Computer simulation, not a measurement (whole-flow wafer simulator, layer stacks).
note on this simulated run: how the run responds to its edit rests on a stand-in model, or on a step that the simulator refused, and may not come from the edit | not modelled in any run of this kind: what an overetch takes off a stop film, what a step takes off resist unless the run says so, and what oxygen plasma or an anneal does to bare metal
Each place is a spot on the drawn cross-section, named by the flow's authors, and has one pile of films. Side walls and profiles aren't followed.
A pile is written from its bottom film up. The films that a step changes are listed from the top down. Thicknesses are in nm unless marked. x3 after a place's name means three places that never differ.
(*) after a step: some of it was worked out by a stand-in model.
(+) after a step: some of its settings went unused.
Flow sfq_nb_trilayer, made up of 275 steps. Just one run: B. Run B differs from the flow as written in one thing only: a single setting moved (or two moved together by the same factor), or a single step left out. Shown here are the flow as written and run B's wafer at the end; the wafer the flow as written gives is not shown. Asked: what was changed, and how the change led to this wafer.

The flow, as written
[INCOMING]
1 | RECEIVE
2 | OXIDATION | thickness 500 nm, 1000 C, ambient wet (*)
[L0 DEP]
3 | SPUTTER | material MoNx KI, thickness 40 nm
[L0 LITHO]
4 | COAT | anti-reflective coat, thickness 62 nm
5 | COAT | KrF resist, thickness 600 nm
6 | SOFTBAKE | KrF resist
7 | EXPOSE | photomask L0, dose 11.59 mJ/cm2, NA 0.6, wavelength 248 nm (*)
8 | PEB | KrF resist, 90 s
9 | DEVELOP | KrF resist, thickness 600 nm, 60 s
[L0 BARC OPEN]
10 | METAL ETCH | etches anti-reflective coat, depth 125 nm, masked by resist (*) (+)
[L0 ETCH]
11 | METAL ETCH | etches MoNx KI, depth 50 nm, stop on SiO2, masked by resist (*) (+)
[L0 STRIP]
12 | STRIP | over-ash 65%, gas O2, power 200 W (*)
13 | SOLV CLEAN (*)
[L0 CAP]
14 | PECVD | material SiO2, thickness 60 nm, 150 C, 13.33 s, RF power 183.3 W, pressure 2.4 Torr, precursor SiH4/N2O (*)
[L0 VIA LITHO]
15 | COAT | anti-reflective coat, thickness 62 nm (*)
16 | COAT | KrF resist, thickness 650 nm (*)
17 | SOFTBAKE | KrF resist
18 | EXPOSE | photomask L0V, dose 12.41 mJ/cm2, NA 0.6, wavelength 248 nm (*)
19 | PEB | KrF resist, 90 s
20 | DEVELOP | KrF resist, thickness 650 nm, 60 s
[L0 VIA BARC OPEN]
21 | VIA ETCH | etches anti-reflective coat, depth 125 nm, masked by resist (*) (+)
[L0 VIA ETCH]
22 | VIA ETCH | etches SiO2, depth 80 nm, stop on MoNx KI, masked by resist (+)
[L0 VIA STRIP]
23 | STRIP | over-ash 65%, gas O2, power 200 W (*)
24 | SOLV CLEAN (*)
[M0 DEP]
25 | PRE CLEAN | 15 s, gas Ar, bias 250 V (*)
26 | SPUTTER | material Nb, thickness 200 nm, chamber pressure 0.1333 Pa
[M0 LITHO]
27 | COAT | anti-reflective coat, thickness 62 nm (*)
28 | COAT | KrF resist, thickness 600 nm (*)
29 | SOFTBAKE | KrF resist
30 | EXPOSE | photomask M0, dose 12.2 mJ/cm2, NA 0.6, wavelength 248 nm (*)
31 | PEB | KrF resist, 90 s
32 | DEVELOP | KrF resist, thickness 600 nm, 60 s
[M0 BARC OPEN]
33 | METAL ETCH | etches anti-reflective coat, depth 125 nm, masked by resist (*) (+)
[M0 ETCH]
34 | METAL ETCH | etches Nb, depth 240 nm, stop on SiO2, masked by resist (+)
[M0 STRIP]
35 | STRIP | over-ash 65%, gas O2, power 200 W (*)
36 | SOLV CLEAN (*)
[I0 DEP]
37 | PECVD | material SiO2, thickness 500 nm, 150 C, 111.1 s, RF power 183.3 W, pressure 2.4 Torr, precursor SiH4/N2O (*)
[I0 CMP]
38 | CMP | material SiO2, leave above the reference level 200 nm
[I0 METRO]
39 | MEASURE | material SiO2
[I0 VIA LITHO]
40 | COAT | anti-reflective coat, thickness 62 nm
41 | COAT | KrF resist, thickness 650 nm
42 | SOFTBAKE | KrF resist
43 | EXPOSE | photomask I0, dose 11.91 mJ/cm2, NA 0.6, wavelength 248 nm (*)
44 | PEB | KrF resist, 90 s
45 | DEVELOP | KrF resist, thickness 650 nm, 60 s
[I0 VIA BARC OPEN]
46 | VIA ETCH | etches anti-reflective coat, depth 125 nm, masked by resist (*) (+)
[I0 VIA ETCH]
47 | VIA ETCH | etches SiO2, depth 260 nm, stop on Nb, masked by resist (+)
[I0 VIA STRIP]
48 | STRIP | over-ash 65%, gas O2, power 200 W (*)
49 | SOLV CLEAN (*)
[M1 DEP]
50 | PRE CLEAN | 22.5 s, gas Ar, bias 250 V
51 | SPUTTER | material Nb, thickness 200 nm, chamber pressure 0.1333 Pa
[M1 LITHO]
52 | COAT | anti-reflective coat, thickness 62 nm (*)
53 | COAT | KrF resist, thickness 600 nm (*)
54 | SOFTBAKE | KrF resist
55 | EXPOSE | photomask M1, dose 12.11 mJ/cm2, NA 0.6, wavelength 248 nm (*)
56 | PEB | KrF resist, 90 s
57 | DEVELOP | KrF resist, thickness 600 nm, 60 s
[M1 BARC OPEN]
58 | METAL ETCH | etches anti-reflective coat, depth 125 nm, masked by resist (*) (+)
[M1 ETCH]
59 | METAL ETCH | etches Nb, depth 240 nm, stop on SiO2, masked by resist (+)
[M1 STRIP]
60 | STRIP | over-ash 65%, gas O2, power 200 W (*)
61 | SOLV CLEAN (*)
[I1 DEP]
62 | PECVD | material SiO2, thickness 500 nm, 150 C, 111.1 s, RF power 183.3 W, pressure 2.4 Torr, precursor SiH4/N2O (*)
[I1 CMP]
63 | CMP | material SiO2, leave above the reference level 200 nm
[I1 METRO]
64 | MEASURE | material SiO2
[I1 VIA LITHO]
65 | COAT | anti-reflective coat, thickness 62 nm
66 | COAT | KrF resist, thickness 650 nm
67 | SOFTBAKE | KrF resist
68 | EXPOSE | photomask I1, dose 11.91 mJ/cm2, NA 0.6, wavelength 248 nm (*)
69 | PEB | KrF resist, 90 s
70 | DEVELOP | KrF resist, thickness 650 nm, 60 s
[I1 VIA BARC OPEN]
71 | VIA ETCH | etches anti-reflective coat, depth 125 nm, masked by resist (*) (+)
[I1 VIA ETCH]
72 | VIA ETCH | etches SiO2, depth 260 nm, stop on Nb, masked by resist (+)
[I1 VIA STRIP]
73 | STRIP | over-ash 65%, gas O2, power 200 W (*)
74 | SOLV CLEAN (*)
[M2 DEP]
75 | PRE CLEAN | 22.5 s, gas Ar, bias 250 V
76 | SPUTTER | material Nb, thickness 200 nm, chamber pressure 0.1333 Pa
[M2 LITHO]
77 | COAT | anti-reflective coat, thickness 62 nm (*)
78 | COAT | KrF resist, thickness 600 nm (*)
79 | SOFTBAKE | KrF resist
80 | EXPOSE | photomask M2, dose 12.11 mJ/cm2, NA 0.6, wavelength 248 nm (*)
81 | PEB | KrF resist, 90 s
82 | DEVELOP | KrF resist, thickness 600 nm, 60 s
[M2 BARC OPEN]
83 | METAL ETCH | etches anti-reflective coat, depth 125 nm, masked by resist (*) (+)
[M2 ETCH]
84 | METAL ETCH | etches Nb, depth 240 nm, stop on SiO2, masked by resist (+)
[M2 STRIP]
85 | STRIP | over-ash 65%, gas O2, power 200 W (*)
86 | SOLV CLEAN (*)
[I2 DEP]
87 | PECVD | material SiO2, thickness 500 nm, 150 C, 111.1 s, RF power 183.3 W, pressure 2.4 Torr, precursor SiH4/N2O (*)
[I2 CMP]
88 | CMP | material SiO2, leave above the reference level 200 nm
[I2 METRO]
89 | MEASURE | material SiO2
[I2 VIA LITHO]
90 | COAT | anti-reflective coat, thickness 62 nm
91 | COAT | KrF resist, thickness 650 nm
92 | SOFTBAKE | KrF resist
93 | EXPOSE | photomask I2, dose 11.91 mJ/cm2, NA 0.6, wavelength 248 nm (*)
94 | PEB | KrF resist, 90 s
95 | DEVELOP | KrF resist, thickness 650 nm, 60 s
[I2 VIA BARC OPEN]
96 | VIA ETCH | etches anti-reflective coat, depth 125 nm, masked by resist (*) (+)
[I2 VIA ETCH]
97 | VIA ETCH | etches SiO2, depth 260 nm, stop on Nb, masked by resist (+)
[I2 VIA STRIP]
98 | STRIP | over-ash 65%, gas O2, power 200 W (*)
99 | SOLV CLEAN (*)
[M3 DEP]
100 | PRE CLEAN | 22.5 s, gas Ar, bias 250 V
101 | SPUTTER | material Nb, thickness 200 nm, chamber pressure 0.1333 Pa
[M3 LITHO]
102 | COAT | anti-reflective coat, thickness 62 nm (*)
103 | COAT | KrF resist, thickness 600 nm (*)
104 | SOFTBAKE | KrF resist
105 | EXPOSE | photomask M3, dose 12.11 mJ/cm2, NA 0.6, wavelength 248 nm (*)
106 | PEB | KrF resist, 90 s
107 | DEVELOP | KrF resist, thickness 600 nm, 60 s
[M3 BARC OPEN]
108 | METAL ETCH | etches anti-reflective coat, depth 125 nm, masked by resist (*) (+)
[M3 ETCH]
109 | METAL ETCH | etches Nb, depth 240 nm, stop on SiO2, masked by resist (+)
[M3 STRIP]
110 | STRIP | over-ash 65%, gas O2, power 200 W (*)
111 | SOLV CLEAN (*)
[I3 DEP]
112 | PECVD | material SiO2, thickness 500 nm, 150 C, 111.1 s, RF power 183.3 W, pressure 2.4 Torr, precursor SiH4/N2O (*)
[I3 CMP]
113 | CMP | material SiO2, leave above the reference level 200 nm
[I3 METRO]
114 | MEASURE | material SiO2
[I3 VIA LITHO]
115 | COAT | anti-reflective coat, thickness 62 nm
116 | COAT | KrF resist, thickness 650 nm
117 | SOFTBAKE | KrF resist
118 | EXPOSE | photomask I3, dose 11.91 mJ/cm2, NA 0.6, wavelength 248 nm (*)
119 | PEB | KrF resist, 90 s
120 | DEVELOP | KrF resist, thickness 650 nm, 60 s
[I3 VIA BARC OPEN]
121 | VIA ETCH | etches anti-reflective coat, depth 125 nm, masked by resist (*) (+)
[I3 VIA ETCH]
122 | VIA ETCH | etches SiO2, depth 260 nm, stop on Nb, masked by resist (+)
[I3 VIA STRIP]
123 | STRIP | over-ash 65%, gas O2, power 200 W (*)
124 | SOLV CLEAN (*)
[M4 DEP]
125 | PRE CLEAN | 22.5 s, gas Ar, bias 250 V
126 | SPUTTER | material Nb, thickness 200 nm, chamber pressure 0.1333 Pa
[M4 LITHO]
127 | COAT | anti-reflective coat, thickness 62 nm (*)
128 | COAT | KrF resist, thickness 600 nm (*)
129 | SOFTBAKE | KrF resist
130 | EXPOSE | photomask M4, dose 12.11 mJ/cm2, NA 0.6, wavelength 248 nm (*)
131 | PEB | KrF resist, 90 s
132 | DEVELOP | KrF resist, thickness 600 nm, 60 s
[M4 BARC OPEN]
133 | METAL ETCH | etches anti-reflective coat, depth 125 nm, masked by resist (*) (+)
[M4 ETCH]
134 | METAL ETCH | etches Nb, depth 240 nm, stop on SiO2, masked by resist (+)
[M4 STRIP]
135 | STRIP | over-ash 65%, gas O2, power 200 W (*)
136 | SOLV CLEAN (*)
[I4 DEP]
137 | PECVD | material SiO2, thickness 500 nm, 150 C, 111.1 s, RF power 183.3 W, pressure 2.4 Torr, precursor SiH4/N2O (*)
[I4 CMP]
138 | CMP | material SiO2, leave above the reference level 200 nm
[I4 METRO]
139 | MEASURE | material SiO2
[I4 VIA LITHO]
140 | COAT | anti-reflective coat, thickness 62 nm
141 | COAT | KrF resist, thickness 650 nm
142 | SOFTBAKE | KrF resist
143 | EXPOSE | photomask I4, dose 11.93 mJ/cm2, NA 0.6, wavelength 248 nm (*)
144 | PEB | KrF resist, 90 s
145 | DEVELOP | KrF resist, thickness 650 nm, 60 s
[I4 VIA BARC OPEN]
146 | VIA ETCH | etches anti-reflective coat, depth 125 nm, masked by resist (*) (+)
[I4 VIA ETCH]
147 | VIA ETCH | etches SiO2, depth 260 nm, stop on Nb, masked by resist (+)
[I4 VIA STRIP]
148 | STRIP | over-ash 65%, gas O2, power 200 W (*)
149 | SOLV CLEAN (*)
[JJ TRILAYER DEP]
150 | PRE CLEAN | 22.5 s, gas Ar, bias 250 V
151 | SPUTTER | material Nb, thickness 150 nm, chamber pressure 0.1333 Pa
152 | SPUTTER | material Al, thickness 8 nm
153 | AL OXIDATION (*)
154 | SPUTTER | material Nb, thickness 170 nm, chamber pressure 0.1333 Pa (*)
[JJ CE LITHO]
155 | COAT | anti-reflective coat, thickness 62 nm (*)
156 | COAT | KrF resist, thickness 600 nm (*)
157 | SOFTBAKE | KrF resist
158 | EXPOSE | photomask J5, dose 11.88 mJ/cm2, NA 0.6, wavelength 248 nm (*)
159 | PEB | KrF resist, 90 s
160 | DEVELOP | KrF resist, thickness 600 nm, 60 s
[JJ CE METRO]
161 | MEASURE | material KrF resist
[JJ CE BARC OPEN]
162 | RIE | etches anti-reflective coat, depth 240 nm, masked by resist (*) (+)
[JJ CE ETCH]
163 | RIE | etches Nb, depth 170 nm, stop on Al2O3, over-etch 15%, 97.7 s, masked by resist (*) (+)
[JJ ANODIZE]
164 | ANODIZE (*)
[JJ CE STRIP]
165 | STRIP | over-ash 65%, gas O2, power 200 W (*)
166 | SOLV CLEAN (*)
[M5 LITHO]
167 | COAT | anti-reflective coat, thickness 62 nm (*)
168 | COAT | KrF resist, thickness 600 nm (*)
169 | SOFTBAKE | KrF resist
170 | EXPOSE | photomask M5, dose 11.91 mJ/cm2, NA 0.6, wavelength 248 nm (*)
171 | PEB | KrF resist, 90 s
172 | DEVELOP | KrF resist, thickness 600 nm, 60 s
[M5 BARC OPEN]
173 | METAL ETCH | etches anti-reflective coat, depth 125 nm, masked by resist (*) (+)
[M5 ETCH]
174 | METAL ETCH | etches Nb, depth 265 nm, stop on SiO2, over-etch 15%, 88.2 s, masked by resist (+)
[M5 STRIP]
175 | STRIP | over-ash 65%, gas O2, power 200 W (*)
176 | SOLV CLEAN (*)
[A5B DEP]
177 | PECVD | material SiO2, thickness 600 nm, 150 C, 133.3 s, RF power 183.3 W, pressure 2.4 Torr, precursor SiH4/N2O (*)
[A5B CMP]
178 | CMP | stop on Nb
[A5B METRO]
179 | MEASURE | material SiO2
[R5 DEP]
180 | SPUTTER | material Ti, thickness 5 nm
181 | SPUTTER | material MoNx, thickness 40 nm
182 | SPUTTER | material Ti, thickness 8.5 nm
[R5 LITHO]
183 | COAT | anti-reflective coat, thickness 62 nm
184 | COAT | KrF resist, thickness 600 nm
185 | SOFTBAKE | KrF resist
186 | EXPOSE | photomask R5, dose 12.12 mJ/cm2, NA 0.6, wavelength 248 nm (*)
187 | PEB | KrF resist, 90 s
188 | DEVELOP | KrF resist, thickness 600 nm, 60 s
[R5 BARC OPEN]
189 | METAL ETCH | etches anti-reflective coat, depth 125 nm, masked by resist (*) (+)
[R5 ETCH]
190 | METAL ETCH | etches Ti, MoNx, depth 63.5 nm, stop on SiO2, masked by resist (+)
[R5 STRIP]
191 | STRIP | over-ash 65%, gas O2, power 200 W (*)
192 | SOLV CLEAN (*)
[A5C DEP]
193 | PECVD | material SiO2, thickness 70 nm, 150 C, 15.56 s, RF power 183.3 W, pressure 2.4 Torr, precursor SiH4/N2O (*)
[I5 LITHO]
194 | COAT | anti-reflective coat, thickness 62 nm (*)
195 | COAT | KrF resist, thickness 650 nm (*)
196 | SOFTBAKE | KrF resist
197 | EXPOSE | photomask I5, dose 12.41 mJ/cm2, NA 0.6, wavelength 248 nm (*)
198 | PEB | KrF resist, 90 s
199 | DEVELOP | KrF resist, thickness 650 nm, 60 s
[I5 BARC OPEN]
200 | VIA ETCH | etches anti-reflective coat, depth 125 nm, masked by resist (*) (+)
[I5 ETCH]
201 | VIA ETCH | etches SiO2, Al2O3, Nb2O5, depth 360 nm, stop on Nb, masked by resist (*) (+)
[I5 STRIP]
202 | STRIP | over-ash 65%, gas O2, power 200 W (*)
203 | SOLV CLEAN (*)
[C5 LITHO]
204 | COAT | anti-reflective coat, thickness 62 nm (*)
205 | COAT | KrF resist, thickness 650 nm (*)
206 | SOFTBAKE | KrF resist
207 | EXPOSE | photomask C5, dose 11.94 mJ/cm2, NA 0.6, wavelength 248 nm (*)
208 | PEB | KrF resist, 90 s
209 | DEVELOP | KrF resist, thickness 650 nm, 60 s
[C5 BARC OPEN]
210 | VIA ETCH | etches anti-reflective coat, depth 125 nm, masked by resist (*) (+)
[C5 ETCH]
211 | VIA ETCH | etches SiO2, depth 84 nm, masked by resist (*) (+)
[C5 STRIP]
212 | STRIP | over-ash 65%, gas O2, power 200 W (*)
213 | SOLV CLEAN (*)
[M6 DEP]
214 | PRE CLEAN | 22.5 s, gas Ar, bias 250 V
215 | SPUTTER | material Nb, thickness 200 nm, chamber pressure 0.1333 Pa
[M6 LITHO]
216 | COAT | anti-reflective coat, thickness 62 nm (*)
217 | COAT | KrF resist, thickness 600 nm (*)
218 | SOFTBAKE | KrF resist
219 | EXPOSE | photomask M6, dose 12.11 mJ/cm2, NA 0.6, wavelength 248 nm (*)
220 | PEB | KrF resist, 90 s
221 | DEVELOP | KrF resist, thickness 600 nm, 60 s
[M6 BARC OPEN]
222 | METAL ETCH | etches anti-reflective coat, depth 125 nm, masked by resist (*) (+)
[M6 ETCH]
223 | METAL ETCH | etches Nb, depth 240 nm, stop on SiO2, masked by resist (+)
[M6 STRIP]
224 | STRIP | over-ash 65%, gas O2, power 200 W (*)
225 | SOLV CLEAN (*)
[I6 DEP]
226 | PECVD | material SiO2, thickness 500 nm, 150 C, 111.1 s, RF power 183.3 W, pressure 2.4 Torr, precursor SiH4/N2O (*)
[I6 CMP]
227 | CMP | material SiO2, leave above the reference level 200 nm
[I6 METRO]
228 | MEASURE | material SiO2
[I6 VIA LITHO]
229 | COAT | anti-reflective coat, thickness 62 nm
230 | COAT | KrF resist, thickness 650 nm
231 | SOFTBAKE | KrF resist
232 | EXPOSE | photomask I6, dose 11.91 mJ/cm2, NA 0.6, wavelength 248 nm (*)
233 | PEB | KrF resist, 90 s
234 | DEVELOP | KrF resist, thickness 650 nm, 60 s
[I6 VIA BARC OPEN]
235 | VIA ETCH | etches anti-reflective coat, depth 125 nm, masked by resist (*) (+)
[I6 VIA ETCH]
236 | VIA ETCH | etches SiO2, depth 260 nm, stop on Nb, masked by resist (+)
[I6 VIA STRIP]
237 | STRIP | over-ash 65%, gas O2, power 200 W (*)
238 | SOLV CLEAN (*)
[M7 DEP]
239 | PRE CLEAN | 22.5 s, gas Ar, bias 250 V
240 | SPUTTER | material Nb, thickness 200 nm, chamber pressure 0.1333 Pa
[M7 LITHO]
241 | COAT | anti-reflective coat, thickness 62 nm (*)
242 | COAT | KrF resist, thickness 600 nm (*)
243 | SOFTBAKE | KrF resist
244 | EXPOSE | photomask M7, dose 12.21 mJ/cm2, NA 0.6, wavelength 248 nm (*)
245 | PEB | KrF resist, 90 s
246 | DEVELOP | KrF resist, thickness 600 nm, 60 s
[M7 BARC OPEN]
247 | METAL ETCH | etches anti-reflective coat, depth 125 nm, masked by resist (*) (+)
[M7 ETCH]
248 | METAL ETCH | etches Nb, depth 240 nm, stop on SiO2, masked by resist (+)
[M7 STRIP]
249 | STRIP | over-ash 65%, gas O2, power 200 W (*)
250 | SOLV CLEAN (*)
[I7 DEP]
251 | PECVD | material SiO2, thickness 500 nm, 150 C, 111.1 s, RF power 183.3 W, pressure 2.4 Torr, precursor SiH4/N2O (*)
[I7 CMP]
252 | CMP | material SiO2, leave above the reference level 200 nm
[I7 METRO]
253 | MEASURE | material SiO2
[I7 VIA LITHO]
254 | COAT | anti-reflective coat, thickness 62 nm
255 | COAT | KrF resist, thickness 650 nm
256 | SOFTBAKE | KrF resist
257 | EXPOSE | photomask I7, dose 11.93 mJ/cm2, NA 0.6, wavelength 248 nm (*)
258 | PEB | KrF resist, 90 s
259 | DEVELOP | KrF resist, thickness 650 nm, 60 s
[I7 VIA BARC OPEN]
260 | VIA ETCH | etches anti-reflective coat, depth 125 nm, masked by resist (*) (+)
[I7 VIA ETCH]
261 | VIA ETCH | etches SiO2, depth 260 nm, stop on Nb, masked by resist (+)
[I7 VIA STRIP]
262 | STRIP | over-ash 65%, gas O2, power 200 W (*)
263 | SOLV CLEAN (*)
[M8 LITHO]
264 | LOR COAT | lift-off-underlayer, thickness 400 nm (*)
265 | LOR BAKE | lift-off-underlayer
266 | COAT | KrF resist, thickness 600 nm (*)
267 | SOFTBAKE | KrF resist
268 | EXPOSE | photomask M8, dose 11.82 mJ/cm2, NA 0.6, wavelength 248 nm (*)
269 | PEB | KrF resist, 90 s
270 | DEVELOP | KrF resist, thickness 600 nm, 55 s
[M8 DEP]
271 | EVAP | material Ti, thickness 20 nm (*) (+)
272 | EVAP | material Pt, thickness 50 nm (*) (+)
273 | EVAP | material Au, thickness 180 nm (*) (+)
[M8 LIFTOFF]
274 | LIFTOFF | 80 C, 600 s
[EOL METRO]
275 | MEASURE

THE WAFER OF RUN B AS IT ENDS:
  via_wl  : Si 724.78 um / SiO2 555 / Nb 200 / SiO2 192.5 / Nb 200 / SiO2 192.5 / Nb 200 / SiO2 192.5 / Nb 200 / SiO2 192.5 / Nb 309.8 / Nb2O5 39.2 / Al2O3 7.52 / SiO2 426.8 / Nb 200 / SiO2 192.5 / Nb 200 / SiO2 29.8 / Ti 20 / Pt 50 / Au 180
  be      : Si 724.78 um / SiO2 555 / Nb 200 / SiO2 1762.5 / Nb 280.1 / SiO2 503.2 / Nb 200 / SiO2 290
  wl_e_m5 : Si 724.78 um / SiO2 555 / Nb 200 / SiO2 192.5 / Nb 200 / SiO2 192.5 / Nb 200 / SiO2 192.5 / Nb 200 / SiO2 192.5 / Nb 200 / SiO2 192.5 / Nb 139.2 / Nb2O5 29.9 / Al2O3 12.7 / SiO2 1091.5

Cause: step 252, CMP: leave above the reference level 290 nm was run, though the flow has leave above the reference level 200 nm.
One can read it off the wafer: be has SiO2 290, and step 252 as written asks for 200 nm.

The path from the change to this, step by step:
  252 | CMP | material SiO2, leave above the reference level 200 nm
      field_r, lsp_l: nothing (it would be, as written: SiO2 loses 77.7)
      l0_sur, l0v: nothing (it would be, as written: SiO2 loses 87.8)
      (as well as at 102 more places)
  254 | COAT | anti-reflective coat, thickness 62 nm
      field_r: anti-reflective coat gains 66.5 (new film) (it would be, as written: anti-reflective coat gains 62 (new film))
      lsp_l: anti-reflective coat gains 64.9 (new film) (it would be, as written: anti-reflective coat gains 62 (new film))
      (as well as at 1 more place)
  261 | VIA ETCH | etches SiO2, depth 260 nm, stop on Nb, masked by resist (+)
      via_wl, via_w, via_wr: SiO2 loses 260 (it would be, as written: SiO2 loses 199.8 (all of it))
  262 | STRIP | over-ash 65%, gas O2, power 200 W (*)
      field_r: KrF resist loses 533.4 (all of it), anti-reflective coat loses 66.5 (all of it) (it would be, as written: KrF resist loses 528.6 (all of it), anti-reflective coat loses 62 (all of it))
      lsp_l: KrF resist loses 534.7 (all of it), anti-reflective coat loses 64.9 (all of it) (it would be, as written: KrF resist loses 528.6 (all of it), anti-reflective coat loses 62 (all of it))
      (as well as at 1 more place)
  264 | LOR COAT | lift-off-underlayer, thickness 400 nm (*)
      via_wl, via_wr: lift-off-underlayer gains 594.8 (new film) (it would be, as written: lift-off-underlayer gains 549.8 (new film))
      v_sur: lift-off-underlayer gains 360.2 (new film) (it would be, as written: lift-off-underlayer gains 369.4 (new film))
      (as well as at 1 more place)
  270 | DEVELOP | KrF resist, thickness 600 nm, 55 s
      v_sur: KrF resist loses 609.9 (all of it), lift-off-underlayer loses 360.2 (all of it) (it would be, as written: KrF resist loses 607.3 (all of it), lift-off-underlayer loses 369.4 (all of it))
      via_wl: KrF resist loses 631.4 (all of it), lift-off-underlayer loses 594.8 (all of it) (it would be, as written: KrF resist loses 623.9 (all of it), lift-off-underlayer loses 549.8 (all of it))
      (as well as at 2 more places)
With metal films that touch counted as one body, via_wl has 8 bodies (between them, from the top down: SiO2 29.8; SiO2 192.5; SiO2 426.8 / Al2O3 7.52 / Nb2O5 39.2; SiO2 192.5; SiO2 192.5; SiO2 192.5; SiO2 192.5); the flow as written gives 7 bodies (between them, from the top down: SiO2 192.5; SiO2 426.8 / Al2O3 7.52 / Nb2O5 39.2; SiO2 192.5; SiO2 192.5; SiO2 192.5; SiO2 192.5).
